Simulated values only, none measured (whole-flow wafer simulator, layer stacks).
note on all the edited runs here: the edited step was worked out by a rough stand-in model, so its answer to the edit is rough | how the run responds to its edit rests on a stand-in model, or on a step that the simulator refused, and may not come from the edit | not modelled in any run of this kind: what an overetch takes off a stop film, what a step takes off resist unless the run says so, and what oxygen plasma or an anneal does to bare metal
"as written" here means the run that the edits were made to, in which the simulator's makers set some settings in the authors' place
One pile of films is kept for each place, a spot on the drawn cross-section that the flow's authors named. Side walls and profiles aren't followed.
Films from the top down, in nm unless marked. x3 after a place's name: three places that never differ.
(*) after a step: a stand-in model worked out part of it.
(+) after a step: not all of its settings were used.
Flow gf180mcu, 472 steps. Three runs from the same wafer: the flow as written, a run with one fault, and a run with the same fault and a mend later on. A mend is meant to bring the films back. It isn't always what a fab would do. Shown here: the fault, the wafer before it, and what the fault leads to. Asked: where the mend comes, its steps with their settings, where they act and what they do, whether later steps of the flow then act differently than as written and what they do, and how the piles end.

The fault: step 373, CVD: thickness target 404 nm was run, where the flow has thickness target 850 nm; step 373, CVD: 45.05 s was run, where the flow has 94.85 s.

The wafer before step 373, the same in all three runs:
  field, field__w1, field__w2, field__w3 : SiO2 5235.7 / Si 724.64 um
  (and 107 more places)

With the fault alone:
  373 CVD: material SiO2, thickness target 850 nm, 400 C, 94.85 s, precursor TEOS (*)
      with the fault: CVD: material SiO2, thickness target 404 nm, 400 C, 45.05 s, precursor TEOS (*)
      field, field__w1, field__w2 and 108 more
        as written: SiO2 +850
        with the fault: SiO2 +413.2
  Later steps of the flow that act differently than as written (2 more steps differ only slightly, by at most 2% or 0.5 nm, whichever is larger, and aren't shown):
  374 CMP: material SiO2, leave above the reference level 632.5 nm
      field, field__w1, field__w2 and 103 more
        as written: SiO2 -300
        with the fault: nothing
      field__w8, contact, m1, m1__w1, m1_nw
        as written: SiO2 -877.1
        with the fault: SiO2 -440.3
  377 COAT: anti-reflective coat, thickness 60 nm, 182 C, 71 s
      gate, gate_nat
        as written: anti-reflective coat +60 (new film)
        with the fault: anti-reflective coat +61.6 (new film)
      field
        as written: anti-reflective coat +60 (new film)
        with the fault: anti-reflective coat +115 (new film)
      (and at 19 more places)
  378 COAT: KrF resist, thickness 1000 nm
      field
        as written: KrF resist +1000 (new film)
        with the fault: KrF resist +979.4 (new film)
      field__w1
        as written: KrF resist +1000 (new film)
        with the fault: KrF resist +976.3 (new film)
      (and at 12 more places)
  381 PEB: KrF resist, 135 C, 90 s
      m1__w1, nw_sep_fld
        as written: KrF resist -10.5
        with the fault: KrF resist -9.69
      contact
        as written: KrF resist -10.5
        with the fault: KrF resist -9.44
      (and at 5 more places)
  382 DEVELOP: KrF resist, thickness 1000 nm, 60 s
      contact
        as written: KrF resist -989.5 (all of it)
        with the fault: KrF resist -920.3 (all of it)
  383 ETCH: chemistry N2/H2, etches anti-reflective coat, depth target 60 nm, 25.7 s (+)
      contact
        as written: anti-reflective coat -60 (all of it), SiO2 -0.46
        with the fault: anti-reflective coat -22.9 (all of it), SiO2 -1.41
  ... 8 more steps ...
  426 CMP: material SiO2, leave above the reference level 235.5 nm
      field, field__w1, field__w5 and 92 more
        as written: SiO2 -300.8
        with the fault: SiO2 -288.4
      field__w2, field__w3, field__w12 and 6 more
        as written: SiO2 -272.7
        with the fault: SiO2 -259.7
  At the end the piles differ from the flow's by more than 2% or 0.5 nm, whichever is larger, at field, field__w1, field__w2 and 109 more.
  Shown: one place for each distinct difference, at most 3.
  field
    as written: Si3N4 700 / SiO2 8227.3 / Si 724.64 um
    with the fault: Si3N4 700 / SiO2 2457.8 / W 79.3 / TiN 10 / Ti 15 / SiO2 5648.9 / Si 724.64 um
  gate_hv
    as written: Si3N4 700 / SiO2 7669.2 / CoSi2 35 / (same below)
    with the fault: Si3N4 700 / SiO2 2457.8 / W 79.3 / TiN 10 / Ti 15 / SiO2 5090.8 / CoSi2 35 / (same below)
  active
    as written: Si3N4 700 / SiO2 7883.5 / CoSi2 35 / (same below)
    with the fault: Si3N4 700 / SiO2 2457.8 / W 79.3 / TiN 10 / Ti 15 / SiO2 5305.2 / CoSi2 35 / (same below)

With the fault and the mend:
  The mend comes after step 373.
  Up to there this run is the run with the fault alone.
  373a CVD: material SiO2, thickness target 446 nm, 400 C, 49.77 s, precursor TEOS (*) (the flow's step 373 once more, with other settings)
      field, field__w1, field__w2 and 108 more
        SiO2 +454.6
  Later steps of the flow that act differently than as written:
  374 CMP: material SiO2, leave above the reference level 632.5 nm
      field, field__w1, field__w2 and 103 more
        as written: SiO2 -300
        with the mend: SiO2 -317.9
  At the end the piles are the same as the flow's at every place that both follow.
